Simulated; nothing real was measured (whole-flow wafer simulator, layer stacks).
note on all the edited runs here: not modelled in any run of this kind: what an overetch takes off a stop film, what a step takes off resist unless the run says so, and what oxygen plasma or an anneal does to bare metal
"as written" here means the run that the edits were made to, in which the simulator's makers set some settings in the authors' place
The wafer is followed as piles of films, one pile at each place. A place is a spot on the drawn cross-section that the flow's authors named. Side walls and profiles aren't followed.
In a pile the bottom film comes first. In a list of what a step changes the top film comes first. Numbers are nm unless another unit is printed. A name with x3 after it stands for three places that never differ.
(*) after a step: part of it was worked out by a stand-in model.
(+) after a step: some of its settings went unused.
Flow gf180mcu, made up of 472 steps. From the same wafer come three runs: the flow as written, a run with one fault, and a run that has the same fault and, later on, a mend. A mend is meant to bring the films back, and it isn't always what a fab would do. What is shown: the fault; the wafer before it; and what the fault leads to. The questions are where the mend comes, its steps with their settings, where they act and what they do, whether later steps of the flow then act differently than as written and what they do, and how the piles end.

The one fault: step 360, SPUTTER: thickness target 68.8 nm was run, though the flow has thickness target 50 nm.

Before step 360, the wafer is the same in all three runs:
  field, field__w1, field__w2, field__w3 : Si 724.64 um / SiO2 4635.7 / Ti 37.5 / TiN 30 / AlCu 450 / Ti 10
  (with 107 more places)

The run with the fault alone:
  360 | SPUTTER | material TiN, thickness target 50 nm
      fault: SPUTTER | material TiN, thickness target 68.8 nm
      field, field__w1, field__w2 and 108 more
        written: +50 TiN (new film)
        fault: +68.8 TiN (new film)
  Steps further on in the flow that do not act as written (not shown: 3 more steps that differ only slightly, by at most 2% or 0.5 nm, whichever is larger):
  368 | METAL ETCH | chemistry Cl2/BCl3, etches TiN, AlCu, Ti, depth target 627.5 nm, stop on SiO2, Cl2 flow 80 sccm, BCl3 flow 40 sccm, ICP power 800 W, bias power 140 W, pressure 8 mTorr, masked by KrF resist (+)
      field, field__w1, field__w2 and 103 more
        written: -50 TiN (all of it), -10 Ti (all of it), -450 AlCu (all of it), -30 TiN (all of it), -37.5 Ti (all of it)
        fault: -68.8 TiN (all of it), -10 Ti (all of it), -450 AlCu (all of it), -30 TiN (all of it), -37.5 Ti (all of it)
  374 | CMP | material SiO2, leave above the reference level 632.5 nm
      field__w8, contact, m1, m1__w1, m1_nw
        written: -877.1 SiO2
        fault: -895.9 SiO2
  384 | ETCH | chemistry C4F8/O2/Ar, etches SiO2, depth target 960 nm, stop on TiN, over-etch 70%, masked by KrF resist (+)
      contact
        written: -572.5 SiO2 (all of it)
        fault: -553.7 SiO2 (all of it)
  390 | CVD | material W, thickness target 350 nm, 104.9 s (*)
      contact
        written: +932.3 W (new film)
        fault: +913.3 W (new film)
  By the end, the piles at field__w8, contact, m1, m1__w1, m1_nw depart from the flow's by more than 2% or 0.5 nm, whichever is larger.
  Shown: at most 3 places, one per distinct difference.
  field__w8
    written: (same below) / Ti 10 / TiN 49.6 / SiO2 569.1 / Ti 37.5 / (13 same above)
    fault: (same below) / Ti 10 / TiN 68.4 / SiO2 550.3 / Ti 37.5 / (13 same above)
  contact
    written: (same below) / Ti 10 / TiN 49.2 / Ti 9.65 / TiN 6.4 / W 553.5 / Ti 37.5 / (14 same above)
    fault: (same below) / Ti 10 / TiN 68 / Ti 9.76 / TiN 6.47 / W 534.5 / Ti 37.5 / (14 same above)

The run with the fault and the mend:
  After step 360 comes the mend.
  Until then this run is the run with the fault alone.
  360a | METAL ETCH | chemistry Cl2/BCl3, etches TiN, AlCu, Ti, depth target 18.8 nm, Cl2 flow 80 sccm, BCl3 flow 40 sccm, ICP power 800 W, bias power 140 W, pressure 8 mTorr (the flow's step 260, run once more with other settings)
      field, field__w1, field__w2 and 108 more
        -18.8 TiN
  Later steps of the flow that are run all act as written at every place that is followed.
  The piles end the same as the flow's at every place that both follow.
